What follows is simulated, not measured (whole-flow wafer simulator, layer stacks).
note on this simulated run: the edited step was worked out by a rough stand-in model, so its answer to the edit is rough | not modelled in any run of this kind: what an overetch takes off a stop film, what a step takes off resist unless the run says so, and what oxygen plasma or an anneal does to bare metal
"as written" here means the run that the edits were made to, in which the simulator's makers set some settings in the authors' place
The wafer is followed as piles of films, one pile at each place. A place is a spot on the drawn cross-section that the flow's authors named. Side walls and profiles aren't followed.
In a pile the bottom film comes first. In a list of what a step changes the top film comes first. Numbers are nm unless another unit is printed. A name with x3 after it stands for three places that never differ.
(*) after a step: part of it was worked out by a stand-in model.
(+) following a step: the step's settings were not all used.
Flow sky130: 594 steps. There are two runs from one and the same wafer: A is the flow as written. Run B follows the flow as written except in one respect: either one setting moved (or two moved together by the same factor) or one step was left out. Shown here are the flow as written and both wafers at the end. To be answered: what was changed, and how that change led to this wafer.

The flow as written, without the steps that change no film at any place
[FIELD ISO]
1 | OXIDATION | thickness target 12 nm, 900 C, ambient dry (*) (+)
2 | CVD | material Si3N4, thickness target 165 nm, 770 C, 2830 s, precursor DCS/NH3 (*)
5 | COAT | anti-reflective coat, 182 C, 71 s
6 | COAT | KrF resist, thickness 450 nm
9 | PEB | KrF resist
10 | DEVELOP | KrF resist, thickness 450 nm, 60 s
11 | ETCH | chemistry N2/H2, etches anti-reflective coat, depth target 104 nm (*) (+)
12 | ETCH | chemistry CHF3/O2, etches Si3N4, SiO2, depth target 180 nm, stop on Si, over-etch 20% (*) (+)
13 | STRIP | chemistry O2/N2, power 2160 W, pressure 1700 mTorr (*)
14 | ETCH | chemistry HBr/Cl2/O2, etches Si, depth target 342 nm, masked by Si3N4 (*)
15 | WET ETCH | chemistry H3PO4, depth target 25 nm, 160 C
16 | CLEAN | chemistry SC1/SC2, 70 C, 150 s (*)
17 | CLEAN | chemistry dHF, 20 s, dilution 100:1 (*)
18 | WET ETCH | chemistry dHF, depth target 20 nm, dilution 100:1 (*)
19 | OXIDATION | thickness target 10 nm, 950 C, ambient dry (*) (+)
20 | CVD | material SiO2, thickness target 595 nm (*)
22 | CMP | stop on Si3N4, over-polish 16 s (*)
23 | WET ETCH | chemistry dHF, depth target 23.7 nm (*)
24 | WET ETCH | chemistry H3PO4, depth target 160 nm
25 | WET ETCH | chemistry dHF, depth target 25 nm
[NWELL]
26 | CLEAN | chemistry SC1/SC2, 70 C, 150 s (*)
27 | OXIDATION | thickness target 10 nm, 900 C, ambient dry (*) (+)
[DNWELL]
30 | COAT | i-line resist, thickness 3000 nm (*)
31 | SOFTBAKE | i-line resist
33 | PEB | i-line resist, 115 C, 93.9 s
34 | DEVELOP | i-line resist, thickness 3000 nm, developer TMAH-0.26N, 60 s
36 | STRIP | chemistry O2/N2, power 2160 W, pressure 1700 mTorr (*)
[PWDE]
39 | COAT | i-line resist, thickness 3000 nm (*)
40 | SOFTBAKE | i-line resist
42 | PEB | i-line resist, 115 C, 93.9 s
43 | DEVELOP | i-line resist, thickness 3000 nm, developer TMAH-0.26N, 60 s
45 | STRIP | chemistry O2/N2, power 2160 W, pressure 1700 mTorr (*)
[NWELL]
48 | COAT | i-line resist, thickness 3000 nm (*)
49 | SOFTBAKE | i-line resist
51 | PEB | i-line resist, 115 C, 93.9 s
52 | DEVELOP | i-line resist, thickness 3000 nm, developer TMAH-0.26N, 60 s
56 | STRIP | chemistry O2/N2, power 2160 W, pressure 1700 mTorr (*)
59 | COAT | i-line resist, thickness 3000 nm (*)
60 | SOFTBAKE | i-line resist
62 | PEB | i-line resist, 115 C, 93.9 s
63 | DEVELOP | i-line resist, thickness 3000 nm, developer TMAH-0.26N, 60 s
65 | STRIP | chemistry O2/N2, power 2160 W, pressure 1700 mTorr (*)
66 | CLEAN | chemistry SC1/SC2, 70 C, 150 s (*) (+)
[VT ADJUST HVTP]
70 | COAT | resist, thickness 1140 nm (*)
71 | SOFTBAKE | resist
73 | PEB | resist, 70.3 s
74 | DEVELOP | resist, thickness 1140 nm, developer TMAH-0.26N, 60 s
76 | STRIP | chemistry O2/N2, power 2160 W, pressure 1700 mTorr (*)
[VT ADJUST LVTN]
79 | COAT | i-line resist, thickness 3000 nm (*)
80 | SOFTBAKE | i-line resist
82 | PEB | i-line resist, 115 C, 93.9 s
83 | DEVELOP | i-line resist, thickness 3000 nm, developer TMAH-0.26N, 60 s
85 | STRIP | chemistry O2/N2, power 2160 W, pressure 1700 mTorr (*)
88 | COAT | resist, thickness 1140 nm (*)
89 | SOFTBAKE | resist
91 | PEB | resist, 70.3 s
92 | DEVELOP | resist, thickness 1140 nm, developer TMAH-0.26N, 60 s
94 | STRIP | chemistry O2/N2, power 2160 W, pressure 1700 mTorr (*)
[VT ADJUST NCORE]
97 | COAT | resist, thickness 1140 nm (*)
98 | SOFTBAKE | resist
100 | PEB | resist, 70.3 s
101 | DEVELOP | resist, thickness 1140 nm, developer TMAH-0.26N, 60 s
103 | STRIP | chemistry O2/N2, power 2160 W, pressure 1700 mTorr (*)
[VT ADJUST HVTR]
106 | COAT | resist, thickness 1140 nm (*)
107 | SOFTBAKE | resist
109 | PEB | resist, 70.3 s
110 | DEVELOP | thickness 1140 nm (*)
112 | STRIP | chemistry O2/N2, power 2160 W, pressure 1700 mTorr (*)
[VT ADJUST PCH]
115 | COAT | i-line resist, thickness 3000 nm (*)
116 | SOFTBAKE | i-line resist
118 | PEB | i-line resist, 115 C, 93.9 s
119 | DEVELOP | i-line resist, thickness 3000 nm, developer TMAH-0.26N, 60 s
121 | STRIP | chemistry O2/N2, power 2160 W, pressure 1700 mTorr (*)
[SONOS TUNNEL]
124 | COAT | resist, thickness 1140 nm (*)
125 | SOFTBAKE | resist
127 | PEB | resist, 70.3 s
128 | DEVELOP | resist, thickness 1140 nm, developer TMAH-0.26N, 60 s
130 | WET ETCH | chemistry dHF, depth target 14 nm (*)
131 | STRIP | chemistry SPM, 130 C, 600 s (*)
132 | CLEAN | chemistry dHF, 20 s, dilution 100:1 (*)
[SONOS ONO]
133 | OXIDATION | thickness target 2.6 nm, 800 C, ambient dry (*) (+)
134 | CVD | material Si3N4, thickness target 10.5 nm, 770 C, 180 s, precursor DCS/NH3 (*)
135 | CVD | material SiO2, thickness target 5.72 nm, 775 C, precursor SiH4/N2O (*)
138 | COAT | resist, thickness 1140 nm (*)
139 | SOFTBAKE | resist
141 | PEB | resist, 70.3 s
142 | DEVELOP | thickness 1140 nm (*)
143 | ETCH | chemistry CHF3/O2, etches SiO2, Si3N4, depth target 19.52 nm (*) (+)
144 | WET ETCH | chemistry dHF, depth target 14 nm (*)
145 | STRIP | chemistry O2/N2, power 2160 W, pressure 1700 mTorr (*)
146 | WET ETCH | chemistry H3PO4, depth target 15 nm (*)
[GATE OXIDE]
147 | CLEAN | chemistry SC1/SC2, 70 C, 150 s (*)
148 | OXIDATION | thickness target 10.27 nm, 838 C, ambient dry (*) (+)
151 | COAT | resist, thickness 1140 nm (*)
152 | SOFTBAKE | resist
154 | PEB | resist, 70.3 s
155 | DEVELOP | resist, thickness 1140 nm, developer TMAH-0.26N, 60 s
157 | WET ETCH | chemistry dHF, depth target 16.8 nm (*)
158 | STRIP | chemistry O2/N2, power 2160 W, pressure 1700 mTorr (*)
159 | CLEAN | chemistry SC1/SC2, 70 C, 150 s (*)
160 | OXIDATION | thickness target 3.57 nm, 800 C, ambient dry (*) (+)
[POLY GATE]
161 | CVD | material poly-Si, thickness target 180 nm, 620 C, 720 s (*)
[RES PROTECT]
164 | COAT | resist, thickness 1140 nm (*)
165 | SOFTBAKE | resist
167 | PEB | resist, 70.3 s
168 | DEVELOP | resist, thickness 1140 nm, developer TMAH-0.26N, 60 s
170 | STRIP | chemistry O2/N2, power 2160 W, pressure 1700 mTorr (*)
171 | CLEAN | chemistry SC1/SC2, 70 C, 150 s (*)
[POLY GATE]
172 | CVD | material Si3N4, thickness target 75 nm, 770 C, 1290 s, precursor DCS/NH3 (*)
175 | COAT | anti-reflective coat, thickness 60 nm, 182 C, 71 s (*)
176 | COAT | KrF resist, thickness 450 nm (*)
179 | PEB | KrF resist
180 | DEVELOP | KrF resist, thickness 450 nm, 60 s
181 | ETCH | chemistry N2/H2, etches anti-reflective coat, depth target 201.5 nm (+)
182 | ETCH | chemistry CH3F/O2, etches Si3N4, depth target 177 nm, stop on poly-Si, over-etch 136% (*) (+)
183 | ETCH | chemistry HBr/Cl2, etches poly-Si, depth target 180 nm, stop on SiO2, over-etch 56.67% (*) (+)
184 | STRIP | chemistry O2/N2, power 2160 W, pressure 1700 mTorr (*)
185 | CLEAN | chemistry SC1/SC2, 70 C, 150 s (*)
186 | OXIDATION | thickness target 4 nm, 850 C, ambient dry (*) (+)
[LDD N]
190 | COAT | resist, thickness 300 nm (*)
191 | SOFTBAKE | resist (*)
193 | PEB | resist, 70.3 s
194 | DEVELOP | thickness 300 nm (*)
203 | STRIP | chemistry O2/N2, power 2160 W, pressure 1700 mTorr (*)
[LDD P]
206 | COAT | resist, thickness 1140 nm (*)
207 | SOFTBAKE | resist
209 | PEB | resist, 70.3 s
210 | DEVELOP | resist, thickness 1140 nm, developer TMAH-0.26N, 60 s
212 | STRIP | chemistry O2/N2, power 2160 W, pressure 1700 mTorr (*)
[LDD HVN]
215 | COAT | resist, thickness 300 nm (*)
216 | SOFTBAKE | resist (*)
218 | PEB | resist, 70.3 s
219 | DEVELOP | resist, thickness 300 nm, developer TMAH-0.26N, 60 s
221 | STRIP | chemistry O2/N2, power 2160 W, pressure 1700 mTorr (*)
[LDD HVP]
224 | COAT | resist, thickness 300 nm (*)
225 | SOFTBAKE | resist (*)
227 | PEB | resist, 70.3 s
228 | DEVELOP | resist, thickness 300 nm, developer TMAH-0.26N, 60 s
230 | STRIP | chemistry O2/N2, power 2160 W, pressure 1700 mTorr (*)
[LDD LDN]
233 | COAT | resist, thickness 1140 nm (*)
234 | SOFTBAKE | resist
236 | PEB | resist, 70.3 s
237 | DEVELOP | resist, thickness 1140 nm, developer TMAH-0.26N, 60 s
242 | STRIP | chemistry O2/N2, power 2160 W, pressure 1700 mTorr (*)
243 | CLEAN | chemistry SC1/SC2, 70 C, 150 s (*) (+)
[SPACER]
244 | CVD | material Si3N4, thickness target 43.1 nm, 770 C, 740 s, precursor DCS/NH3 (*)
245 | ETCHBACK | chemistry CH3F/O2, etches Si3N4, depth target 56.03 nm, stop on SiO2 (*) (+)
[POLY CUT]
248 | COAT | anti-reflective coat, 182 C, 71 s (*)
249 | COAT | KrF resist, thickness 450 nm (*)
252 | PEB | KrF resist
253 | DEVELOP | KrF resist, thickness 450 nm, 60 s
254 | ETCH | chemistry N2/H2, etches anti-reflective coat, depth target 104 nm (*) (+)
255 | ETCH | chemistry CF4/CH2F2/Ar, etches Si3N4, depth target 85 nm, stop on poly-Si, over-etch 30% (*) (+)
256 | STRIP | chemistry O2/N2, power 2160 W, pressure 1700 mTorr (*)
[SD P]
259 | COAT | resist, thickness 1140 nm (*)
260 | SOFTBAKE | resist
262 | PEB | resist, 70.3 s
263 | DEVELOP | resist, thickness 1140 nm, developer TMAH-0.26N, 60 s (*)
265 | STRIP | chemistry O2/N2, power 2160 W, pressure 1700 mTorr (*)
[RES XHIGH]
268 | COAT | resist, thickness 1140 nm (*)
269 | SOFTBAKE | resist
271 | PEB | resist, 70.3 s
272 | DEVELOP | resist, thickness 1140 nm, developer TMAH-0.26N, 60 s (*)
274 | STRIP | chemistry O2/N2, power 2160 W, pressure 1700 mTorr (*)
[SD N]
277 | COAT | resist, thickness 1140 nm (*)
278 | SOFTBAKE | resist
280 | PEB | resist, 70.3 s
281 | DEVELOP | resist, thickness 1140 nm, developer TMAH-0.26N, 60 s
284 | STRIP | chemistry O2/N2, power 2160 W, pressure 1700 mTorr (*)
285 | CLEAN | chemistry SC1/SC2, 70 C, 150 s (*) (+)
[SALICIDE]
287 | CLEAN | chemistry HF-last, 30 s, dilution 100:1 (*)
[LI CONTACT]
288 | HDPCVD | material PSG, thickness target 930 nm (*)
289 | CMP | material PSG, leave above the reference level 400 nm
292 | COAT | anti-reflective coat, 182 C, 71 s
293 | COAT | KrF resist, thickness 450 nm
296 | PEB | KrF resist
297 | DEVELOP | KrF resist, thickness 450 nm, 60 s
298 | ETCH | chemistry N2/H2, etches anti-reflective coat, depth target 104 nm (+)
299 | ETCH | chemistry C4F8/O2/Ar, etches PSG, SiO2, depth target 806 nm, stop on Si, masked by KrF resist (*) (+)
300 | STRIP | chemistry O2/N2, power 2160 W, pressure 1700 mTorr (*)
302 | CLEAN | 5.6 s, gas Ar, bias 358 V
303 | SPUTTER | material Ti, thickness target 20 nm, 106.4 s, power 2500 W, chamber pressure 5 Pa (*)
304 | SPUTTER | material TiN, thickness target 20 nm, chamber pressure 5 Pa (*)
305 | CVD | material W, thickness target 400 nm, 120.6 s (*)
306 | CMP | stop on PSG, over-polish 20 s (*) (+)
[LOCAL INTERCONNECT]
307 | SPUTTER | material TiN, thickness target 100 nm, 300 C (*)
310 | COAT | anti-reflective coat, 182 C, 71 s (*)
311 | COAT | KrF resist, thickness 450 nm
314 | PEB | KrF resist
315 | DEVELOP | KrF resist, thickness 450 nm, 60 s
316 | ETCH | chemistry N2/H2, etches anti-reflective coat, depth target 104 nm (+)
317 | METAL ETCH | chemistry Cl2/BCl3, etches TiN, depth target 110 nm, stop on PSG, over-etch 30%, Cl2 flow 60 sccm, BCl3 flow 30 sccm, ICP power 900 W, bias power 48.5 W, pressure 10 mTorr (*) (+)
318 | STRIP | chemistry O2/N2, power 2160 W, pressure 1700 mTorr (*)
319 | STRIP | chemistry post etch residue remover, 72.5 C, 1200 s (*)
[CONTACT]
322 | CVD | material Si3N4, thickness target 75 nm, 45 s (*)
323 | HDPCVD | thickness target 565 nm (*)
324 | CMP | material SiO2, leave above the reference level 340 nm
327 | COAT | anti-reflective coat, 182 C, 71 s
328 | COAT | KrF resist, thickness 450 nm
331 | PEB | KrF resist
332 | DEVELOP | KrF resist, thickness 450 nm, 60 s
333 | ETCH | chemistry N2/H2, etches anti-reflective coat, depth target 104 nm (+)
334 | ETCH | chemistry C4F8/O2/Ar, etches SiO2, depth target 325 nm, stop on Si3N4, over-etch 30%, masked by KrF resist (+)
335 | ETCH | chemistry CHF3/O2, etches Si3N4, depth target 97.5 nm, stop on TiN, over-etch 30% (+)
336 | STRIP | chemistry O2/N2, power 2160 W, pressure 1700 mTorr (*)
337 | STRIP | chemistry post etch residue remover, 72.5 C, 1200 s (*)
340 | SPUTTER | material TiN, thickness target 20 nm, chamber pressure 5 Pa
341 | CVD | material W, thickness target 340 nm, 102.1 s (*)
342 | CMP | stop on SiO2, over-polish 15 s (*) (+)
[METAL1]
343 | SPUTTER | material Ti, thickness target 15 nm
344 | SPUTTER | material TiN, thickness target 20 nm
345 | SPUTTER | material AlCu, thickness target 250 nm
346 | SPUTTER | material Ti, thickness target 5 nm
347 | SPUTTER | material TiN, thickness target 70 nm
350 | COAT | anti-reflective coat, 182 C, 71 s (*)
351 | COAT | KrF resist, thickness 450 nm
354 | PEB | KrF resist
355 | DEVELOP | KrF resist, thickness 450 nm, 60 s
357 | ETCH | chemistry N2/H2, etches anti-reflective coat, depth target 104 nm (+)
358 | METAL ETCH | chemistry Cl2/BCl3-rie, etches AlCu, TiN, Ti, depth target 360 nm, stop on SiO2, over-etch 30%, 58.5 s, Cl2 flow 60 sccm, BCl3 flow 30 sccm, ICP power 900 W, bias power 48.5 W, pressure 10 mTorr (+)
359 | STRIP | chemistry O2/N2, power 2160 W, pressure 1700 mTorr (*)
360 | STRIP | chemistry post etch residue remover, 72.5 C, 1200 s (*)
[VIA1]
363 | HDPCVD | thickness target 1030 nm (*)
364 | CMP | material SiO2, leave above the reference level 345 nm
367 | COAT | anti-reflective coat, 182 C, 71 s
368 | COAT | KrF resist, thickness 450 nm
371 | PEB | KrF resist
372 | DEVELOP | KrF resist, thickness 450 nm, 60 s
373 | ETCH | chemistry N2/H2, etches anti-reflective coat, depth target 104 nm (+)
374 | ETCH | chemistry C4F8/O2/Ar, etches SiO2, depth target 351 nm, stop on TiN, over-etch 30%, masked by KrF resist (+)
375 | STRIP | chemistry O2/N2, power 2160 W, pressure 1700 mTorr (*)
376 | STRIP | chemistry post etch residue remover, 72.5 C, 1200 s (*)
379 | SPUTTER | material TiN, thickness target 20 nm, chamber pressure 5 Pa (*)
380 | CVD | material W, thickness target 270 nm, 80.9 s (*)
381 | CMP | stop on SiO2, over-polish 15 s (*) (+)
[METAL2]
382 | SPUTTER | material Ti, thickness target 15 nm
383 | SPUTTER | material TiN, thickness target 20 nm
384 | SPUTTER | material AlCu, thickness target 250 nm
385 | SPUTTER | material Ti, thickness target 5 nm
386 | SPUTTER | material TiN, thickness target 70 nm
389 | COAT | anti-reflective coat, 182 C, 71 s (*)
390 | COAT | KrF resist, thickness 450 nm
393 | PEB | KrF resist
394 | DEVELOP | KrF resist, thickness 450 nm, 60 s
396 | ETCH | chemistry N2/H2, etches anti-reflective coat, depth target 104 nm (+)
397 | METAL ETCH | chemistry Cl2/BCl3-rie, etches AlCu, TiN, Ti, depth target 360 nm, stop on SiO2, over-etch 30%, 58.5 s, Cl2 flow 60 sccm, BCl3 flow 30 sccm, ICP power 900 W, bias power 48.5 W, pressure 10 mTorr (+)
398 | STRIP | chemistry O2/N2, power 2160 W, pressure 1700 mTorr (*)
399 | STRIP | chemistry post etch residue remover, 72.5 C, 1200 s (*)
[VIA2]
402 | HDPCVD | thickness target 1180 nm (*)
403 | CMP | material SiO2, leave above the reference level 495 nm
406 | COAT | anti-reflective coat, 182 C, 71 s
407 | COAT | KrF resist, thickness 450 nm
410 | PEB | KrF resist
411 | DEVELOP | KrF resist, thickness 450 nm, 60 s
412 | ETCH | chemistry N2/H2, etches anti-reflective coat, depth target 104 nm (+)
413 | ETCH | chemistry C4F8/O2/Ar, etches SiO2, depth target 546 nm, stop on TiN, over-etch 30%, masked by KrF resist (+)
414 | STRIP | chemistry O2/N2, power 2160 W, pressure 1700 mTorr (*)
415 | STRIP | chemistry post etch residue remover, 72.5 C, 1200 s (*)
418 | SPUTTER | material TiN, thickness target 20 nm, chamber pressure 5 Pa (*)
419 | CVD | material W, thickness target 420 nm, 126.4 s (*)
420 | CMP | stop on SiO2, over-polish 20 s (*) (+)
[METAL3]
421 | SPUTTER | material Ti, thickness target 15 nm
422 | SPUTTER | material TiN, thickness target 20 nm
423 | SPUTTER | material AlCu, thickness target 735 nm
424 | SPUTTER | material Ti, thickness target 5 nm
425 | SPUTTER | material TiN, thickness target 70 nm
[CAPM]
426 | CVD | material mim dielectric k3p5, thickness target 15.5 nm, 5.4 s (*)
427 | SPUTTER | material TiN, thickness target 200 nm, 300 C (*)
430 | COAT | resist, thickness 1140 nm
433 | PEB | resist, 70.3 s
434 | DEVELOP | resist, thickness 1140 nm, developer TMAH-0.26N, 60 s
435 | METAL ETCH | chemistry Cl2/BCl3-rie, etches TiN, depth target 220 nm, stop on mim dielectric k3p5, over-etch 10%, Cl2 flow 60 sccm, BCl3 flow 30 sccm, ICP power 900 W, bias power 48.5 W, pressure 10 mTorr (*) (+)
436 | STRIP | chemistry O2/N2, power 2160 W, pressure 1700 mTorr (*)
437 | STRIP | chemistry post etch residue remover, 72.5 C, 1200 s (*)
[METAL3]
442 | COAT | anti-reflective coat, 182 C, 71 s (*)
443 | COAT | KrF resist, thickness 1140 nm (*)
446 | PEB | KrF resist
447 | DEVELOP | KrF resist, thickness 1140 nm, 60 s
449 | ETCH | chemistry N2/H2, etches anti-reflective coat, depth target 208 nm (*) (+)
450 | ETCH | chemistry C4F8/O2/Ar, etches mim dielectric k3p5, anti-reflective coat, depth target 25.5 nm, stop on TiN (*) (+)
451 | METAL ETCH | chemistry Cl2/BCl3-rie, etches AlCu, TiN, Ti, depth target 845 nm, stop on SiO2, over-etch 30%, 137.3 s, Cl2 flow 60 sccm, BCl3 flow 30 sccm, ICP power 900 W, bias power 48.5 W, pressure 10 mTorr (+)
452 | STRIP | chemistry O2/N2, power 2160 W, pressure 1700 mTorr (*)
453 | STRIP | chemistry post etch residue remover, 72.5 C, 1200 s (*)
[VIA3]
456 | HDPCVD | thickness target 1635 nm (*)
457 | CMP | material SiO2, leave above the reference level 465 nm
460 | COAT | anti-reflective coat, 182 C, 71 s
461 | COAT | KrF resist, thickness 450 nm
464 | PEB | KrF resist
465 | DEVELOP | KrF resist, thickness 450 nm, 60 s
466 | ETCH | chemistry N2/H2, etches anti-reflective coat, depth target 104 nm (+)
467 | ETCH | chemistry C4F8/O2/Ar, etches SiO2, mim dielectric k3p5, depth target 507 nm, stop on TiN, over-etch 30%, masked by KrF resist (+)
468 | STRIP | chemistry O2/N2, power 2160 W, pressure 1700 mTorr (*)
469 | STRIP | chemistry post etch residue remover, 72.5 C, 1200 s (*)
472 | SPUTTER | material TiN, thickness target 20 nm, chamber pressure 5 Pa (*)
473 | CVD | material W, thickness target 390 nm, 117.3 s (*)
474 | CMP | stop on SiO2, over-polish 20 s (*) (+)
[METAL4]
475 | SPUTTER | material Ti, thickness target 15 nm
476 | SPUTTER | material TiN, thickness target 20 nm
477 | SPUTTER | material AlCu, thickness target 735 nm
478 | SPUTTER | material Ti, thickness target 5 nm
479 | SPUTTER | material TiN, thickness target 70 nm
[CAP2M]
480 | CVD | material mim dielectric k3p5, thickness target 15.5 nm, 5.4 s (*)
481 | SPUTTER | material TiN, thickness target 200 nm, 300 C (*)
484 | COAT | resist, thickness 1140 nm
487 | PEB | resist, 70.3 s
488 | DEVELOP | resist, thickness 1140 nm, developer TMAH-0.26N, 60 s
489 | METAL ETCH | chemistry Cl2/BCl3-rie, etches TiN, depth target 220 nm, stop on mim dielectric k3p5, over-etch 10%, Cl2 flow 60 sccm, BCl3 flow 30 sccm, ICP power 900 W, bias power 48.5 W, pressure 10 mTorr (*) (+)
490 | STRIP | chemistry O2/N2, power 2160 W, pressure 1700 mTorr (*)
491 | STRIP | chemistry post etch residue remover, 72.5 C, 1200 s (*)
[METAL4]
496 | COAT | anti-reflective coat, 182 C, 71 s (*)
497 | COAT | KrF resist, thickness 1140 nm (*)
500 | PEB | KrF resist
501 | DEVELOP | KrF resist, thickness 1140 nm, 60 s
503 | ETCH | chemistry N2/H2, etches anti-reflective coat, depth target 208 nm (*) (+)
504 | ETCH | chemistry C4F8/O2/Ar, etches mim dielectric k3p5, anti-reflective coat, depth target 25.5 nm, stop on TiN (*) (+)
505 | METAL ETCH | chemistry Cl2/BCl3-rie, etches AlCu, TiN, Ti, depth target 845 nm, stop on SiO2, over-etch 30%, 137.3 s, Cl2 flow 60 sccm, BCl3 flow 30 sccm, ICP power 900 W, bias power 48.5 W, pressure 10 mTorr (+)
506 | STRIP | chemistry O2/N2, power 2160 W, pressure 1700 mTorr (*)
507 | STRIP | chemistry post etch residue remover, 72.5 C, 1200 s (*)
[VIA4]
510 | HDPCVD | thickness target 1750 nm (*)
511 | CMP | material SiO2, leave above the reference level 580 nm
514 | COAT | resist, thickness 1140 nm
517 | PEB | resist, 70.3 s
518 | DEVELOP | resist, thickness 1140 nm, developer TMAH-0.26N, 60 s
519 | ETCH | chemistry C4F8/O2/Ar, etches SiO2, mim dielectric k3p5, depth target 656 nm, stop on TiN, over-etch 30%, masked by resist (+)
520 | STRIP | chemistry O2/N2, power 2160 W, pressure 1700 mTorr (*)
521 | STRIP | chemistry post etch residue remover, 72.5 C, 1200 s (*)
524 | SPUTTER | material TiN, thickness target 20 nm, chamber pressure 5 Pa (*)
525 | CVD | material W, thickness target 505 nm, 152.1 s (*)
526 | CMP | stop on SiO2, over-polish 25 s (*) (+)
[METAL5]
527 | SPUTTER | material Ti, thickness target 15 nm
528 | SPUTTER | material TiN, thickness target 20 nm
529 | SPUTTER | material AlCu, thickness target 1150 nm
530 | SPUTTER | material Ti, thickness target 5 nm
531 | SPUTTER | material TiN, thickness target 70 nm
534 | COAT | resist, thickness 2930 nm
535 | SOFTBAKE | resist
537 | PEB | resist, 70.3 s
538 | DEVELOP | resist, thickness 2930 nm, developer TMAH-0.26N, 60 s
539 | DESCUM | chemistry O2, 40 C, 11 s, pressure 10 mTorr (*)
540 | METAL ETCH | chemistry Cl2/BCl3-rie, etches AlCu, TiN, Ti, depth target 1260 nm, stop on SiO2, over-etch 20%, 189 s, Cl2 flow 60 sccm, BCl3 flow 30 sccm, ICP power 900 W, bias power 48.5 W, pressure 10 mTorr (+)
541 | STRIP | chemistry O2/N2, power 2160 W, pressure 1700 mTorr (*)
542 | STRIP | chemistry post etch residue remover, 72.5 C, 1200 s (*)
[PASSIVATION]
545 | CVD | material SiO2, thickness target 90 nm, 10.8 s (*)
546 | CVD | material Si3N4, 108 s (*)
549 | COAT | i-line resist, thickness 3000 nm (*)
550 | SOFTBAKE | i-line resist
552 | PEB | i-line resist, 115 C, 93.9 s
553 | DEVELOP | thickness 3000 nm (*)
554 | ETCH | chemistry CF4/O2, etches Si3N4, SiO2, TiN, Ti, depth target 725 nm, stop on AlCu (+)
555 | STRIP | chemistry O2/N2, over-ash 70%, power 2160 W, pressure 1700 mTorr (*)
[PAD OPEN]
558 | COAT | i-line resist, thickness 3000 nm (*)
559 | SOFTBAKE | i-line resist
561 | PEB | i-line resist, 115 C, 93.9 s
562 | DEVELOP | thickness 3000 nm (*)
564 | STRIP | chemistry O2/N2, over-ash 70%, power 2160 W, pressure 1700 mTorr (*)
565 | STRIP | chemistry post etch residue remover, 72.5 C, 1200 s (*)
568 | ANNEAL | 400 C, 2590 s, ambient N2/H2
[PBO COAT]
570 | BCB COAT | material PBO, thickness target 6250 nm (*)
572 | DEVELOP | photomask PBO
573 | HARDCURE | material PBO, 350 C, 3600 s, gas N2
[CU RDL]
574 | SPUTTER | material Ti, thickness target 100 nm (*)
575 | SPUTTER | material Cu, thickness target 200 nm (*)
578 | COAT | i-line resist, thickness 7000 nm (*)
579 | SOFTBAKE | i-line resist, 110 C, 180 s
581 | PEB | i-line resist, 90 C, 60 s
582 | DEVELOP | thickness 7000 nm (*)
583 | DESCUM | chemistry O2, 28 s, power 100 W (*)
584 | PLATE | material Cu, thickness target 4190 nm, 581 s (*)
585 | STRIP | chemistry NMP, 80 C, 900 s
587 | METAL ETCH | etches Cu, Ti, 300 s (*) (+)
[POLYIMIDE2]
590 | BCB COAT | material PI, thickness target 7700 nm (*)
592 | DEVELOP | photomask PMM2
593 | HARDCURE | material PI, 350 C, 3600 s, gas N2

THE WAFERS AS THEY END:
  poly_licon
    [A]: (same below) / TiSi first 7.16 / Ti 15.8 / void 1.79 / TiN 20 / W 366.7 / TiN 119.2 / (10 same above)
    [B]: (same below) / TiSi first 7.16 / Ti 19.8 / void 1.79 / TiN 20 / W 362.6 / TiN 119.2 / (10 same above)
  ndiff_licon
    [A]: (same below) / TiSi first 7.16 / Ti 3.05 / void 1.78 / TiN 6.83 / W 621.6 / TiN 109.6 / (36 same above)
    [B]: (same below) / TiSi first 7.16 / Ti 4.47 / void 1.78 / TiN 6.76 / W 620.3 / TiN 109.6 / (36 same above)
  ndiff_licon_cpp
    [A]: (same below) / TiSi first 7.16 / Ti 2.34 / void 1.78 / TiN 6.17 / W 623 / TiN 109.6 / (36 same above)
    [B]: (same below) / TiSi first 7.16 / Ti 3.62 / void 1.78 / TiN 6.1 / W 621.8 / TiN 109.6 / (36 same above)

The reason: step 303, SPUTTER: 127.6 s was run, whereas the flow has 106.4 s.

The path from the change to this, step by step:
  303 | SPUTTER | material Ti, thickness target 20 nm, 106.4 s, power 2500 W, chamber pressure 5 Pa (*)
      field, active, n_well and 185 more: A +20 Ti (new film) | B +24 Ti (new film)
      ndiff_licon: A +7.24 Ti (new film) | B +8.66 Ti (new film)
      (and at 2 other places as well)
  306 | CMP | stop on PSG, over-polish 20 s (*) (+)
      field, active, n_well and 184 more: A -400 W (all of it), -20 TiN (all of it), -20 Ti (all of it), -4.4 PSG | B -400 W (all of it), -20 TiN (all of it), -24 Ti (all of it), -4.4 PSG
      poly_licon: A -33.3 W | B -37.4 W
